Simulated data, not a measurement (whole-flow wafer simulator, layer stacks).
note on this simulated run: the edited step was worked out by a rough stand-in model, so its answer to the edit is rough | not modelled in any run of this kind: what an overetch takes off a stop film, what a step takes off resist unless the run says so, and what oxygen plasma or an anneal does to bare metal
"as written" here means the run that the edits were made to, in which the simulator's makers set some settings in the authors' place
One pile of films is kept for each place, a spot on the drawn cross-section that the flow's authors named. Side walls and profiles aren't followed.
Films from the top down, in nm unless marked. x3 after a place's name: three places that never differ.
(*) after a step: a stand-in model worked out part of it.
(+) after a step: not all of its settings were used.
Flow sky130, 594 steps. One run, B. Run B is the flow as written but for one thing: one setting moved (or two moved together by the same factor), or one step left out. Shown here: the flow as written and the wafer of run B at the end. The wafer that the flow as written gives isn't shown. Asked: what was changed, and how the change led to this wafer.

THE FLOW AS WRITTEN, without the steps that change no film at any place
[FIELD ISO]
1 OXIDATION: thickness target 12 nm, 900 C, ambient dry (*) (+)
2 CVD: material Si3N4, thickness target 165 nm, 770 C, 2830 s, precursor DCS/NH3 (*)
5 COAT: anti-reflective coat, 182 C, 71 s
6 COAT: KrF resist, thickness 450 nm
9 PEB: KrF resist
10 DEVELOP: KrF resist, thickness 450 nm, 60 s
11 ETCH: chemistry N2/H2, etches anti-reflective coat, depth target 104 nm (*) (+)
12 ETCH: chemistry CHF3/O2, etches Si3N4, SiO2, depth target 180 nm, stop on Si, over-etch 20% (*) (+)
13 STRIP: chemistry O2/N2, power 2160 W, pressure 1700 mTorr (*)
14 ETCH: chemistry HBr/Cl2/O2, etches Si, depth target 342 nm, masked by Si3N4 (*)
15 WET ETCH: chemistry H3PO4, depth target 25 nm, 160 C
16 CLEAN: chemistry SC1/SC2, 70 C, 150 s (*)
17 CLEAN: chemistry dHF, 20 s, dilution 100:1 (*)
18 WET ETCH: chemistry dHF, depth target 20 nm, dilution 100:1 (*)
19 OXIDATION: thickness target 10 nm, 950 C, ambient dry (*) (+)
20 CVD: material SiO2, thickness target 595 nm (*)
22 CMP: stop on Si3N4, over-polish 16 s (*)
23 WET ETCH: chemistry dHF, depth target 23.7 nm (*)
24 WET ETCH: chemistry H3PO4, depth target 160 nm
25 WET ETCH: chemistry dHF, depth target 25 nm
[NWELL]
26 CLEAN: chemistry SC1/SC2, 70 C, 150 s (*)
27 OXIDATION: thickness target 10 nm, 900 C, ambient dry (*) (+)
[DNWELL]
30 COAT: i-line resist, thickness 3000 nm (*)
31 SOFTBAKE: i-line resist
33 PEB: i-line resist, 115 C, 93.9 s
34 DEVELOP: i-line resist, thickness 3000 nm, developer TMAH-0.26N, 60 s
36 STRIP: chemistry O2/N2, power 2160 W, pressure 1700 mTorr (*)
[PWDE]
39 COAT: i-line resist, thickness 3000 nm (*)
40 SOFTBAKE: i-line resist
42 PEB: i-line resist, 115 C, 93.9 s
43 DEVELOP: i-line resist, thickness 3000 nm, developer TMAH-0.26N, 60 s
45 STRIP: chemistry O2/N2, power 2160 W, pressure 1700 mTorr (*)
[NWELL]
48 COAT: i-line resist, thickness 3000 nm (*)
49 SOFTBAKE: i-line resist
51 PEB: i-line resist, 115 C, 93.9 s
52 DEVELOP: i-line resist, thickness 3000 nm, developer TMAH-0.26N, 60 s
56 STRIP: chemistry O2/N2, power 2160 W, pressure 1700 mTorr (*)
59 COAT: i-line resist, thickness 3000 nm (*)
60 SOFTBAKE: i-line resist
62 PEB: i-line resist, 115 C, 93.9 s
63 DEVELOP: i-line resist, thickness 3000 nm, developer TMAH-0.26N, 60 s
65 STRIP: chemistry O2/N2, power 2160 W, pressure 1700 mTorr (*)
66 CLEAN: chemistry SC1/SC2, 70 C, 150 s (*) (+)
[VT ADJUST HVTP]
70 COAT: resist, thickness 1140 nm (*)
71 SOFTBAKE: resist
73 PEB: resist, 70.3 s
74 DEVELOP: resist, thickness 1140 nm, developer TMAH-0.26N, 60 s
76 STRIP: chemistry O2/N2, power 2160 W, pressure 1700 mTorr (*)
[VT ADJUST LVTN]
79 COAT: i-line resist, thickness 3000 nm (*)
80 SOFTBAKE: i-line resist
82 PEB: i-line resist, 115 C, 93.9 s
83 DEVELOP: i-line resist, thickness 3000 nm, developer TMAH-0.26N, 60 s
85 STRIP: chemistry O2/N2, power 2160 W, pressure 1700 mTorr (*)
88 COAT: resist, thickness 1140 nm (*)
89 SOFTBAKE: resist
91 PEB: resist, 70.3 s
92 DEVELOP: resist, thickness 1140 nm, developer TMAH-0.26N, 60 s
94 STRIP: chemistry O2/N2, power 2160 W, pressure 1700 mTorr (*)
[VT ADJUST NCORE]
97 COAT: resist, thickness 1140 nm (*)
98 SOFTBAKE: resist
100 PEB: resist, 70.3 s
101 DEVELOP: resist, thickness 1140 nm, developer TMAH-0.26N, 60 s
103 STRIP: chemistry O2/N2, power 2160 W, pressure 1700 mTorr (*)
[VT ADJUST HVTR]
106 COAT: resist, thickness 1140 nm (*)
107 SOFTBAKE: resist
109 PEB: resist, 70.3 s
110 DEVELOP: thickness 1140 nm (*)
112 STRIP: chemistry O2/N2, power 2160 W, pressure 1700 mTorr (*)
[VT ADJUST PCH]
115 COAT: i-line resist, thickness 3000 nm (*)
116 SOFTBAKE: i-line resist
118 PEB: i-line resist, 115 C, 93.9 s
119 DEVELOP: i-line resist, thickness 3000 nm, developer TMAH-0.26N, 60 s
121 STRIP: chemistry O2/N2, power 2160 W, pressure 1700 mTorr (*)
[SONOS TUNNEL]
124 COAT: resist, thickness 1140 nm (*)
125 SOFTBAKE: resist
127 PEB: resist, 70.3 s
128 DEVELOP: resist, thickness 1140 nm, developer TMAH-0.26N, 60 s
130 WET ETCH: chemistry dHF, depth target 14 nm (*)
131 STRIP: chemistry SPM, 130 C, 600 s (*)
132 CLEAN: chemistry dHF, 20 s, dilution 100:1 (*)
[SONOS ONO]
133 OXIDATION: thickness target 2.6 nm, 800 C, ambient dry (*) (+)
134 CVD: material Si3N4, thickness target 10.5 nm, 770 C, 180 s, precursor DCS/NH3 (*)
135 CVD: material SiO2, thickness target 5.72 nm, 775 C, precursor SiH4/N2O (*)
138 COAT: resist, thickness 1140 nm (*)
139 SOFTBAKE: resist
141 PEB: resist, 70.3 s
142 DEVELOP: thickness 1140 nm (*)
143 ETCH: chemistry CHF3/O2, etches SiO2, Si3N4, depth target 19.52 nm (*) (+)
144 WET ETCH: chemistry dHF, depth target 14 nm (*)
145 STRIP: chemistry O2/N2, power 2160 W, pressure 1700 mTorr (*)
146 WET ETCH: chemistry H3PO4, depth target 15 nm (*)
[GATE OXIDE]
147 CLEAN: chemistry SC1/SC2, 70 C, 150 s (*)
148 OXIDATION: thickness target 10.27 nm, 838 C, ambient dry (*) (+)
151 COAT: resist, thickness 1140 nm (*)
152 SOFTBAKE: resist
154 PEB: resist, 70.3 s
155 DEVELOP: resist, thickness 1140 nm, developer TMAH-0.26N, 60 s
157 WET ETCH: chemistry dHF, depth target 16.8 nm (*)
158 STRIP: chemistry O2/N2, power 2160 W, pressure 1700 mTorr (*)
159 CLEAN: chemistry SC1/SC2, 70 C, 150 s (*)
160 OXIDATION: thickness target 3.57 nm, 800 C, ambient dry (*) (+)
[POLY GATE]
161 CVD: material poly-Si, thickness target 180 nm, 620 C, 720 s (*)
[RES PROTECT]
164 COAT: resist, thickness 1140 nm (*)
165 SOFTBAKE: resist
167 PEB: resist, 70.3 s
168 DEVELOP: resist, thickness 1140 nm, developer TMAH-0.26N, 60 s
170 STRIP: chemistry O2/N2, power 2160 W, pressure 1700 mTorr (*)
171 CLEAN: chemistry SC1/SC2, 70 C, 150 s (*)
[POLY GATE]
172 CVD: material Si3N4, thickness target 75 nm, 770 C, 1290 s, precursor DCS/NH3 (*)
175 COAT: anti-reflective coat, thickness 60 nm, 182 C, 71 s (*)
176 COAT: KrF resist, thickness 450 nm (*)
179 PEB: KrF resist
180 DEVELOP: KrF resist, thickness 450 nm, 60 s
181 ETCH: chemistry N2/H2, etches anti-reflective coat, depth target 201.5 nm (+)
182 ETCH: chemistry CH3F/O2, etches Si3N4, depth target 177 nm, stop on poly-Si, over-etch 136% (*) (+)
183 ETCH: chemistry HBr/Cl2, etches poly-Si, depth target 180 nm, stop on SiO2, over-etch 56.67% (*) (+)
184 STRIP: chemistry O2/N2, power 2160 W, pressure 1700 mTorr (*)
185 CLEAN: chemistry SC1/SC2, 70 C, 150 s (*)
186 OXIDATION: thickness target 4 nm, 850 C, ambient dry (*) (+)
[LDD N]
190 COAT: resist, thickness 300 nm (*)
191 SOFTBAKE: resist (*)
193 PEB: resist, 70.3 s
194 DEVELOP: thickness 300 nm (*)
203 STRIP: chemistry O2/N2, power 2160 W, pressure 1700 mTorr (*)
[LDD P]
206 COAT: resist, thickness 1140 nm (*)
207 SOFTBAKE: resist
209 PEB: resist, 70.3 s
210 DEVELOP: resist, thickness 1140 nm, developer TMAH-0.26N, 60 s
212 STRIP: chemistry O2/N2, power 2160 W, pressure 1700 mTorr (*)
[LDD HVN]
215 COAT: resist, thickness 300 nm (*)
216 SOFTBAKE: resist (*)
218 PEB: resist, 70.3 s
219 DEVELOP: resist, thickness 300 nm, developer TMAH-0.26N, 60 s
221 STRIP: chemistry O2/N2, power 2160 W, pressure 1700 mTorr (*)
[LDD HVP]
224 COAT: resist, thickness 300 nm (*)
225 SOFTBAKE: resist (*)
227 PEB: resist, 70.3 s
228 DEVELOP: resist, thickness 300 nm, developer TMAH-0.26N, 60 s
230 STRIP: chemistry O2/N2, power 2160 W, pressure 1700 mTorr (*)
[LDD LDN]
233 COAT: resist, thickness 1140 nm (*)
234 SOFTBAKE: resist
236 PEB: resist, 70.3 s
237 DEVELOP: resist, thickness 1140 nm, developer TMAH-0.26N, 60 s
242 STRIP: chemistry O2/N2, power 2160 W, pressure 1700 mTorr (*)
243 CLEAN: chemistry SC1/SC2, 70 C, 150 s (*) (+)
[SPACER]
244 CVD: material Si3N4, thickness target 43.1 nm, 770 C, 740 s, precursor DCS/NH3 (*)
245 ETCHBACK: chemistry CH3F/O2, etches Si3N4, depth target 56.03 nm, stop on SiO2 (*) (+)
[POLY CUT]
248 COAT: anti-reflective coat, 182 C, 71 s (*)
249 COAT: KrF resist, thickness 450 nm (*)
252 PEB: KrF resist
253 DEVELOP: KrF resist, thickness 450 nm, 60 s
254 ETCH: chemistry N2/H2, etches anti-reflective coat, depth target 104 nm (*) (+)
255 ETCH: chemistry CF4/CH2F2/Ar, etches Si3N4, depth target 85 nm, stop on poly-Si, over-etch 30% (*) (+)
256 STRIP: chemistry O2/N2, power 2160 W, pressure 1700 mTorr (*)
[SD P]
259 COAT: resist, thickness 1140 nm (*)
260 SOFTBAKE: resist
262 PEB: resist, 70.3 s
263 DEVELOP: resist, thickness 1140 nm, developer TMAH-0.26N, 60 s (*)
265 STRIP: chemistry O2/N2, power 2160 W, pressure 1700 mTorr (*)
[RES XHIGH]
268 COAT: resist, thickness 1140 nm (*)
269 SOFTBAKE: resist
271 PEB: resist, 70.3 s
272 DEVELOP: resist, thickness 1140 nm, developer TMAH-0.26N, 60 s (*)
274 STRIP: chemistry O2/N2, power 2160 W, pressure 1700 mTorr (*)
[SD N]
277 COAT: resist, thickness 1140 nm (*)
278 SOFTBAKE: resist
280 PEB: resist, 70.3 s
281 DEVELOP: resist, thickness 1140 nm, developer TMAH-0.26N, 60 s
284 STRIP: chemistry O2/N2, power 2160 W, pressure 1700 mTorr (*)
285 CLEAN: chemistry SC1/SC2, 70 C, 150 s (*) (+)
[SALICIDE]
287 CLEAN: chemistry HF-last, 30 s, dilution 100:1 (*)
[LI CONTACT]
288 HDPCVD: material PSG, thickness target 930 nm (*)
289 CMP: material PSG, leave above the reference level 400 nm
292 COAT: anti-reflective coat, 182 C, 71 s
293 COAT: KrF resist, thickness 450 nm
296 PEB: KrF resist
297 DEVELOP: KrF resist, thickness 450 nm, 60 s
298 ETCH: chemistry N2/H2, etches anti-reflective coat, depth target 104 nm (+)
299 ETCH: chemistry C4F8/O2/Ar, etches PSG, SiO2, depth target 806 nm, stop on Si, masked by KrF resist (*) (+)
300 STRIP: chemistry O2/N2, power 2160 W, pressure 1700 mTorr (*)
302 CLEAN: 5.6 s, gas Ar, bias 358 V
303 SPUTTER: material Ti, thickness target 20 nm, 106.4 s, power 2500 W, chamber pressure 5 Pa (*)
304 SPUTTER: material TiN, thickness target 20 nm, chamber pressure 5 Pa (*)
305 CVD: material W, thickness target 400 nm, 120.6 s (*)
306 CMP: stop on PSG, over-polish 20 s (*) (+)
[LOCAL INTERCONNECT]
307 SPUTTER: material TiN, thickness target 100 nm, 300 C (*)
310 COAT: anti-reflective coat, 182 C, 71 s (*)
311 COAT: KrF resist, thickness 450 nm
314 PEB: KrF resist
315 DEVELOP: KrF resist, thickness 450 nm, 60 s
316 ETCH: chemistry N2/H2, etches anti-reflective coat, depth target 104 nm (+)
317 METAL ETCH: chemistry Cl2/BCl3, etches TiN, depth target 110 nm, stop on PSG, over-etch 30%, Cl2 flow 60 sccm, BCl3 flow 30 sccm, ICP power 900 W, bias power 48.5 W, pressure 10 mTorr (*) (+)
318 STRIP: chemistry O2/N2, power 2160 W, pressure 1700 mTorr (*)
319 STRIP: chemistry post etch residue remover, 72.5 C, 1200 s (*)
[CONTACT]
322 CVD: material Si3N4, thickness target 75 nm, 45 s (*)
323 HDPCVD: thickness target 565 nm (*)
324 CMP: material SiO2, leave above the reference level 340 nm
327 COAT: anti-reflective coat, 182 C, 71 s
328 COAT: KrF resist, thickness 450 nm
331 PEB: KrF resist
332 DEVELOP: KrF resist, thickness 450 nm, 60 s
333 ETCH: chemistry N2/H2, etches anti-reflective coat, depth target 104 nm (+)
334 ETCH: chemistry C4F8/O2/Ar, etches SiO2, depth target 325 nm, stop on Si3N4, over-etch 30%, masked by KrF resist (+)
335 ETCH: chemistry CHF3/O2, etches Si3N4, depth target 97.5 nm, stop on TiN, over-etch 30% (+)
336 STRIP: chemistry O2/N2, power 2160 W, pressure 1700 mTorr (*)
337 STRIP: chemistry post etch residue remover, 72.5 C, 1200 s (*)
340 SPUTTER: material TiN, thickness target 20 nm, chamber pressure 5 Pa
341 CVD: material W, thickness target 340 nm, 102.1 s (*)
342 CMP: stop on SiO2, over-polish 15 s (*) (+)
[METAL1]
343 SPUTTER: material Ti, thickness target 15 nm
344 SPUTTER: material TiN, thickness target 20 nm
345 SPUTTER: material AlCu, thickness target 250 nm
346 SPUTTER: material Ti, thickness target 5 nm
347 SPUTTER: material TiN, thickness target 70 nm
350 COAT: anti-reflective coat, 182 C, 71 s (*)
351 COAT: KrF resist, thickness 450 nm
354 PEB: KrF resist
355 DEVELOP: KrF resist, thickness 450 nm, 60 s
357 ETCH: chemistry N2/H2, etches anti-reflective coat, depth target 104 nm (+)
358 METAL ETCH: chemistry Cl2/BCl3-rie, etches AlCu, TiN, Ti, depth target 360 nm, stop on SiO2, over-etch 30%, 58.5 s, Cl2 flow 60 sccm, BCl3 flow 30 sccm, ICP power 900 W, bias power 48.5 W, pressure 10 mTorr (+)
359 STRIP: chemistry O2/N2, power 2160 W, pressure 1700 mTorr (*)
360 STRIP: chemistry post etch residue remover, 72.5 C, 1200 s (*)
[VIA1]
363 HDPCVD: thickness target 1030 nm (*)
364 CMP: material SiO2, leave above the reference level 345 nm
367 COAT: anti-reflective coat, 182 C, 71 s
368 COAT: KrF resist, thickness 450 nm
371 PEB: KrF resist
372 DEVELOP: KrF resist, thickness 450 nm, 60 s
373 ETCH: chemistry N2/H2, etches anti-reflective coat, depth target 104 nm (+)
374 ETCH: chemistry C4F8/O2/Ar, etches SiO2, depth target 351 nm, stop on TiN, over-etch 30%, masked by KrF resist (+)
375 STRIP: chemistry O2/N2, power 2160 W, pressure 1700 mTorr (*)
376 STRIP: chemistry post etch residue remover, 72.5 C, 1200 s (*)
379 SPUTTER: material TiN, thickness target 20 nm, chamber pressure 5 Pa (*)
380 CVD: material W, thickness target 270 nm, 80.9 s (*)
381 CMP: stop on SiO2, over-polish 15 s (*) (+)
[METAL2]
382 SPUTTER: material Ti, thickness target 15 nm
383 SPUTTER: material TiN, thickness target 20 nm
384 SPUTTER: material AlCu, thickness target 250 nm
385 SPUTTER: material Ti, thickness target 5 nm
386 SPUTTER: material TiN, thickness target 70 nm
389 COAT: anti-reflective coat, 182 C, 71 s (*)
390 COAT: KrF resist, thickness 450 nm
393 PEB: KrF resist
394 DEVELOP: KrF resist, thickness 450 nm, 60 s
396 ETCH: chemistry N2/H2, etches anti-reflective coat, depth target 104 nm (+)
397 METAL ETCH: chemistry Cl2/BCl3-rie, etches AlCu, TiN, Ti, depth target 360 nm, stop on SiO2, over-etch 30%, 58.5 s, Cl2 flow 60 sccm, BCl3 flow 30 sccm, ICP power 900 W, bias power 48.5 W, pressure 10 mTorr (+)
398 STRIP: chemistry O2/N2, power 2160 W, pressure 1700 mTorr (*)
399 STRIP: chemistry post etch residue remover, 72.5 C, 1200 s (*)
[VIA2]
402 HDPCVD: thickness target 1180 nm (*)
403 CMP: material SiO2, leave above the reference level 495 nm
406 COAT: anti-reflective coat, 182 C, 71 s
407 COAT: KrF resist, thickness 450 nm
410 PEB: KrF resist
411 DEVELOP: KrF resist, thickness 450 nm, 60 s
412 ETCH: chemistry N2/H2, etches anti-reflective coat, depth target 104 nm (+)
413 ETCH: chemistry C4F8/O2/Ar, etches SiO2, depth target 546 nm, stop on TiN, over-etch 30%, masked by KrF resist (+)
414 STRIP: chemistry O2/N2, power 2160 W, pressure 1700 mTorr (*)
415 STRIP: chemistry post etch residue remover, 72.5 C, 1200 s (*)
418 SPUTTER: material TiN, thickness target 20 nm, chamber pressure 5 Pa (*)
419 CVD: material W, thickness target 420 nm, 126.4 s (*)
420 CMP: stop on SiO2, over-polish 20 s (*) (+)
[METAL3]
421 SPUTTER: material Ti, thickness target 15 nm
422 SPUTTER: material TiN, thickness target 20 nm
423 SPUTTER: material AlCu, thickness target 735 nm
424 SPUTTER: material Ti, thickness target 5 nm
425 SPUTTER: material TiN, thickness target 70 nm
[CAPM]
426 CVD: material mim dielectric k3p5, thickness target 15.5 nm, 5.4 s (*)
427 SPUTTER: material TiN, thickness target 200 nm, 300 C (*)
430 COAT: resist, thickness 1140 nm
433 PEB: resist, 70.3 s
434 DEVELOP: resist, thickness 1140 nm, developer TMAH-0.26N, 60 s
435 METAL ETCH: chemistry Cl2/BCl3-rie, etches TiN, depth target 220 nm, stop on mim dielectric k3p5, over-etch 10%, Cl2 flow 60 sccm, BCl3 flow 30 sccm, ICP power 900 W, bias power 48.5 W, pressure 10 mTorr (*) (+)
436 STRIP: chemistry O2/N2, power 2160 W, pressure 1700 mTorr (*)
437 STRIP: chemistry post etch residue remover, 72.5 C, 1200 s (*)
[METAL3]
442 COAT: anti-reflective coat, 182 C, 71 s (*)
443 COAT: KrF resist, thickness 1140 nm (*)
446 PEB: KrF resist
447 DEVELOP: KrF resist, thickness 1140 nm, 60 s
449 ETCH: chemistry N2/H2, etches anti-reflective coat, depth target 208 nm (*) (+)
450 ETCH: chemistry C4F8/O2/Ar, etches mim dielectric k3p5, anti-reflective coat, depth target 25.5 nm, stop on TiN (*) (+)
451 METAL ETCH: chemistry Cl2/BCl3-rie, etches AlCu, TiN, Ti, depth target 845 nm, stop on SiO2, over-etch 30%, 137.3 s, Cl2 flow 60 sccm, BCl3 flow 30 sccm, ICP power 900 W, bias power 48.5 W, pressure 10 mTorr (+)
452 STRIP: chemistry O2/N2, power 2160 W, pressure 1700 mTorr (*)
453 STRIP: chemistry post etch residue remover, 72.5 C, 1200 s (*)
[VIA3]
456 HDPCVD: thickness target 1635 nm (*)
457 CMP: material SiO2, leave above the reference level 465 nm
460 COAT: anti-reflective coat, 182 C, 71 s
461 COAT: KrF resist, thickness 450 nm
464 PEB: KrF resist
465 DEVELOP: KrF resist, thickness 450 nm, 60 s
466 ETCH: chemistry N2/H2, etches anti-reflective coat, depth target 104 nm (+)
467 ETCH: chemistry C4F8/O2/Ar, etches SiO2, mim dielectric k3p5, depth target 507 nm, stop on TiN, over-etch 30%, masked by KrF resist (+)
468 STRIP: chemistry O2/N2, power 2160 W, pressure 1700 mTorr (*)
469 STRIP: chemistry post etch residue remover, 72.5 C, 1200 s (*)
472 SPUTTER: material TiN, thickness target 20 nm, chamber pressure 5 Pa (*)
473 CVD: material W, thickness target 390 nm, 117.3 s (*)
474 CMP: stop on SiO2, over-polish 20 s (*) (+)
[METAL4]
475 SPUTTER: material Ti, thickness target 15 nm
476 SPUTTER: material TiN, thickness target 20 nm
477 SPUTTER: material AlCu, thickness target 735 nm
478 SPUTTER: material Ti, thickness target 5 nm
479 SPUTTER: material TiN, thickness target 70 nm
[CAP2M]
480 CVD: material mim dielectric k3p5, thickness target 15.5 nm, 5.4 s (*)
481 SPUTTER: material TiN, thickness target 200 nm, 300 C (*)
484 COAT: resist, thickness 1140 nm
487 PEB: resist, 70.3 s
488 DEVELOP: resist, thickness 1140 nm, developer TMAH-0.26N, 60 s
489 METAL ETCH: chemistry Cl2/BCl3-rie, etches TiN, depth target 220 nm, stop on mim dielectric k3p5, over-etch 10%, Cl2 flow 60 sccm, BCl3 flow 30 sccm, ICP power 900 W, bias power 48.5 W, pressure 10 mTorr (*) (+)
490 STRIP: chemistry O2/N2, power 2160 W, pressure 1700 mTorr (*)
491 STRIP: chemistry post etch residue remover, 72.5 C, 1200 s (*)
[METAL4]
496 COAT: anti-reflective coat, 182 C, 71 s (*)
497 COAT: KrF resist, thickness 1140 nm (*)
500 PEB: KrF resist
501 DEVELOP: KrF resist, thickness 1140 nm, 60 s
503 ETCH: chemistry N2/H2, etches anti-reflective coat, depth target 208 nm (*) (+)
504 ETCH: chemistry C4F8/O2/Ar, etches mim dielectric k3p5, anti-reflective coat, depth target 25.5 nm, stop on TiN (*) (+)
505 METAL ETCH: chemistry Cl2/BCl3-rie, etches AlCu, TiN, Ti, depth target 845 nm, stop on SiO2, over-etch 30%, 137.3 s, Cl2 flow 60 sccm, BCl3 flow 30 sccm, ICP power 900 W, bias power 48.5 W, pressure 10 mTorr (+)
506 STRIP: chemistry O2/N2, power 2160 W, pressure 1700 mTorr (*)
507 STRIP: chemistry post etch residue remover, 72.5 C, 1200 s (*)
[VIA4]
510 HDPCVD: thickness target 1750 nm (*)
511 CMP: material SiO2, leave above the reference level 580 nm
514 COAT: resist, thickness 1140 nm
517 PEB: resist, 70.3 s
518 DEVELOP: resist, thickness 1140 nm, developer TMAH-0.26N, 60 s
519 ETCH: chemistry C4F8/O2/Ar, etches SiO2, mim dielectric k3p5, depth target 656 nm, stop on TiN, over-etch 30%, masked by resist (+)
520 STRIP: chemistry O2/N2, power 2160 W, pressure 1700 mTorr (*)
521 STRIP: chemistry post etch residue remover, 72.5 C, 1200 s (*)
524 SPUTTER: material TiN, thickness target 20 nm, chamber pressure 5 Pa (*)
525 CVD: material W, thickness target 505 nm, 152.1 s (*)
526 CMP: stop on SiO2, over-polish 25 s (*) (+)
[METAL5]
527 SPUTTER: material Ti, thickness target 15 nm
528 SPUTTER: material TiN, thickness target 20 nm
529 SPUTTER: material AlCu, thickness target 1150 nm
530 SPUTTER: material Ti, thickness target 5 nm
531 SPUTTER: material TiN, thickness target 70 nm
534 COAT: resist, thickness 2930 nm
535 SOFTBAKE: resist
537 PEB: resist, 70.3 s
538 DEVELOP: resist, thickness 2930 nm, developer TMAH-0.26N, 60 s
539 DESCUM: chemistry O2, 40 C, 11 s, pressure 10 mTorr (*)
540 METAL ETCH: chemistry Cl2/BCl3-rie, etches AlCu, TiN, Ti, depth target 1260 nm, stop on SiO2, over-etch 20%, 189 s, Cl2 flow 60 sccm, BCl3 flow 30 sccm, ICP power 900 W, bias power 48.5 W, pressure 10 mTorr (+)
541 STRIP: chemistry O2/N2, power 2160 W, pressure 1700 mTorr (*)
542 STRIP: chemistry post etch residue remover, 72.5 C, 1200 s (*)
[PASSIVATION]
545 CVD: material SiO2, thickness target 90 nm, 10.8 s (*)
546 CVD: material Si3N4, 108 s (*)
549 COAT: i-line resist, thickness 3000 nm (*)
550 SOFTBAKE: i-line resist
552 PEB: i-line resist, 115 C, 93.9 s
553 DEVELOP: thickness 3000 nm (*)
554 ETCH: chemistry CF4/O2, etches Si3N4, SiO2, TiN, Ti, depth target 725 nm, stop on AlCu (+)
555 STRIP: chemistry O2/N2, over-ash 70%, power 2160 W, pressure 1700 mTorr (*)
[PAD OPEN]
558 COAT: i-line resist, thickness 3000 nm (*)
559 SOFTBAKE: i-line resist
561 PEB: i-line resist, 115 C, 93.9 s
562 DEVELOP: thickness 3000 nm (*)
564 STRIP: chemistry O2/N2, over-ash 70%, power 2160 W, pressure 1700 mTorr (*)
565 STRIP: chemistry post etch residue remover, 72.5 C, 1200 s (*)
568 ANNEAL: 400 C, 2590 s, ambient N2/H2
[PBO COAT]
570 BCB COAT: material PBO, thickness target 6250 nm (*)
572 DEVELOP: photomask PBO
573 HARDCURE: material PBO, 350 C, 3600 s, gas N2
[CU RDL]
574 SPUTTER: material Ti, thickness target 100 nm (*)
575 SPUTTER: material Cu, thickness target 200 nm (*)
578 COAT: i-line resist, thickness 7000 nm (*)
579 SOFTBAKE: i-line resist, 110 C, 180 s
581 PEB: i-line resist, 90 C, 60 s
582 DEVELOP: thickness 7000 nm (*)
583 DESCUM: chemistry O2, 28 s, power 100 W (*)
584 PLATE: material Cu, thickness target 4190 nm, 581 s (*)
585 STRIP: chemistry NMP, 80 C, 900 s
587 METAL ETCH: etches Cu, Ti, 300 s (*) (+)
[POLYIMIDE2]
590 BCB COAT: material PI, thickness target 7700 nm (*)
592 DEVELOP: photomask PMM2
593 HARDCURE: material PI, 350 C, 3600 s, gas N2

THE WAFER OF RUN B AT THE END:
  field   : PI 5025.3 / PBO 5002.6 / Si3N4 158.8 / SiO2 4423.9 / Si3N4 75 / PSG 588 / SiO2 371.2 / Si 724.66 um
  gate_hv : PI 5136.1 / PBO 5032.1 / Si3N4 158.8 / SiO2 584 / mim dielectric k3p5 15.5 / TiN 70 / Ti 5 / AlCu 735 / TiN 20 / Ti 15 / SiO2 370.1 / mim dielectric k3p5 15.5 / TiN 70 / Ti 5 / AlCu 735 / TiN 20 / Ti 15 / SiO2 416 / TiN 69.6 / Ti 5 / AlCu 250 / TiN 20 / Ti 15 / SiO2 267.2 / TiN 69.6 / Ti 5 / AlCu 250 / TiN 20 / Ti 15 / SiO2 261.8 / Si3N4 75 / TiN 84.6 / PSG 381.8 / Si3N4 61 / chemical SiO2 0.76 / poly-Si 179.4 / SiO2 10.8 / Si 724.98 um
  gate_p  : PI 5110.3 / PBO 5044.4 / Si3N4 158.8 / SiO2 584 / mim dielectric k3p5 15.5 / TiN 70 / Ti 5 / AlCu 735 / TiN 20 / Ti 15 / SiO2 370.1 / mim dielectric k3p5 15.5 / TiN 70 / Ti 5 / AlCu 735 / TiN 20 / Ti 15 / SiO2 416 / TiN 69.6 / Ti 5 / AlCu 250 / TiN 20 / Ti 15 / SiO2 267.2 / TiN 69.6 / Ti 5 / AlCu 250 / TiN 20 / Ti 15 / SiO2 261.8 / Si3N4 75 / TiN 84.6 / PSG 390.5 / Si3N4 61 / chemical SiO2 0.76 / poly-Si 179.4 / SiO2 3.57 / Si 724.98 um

The cause: step 307, SPUTTER: thickness target 85 nm was run, where the flow has thickness target 100 nm.

How the change led to this, step by step:
  307 SPUTTER: material TiN, thickness target 100 nm, 300 C (*)
      field, active, n_well and 188 more: TiN +85 (new film) (as written it would be: TiN +100 (new film))
  317 METAL ETCH: chemistry Cl2/BCl3, etches TiN, depth target 110 nm, stop on PSG, over-etch 30%, Cl2 flow 60 sccm, BCl3 flow 30 sccm, ICP power 900 W, bias power 48.5 W, pressure 10 mTorr (*) (+)
      field, active, gate and 88 more: TiN -83.7 (all of it) (as written it would be: TiN -98.7 (all of it))
  324 CMP: material SiO2, leave above the reference level 340 nm
      field, active, gate and 88 more: SiO2 -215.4 (as written it would be: SiO2 -200.4)
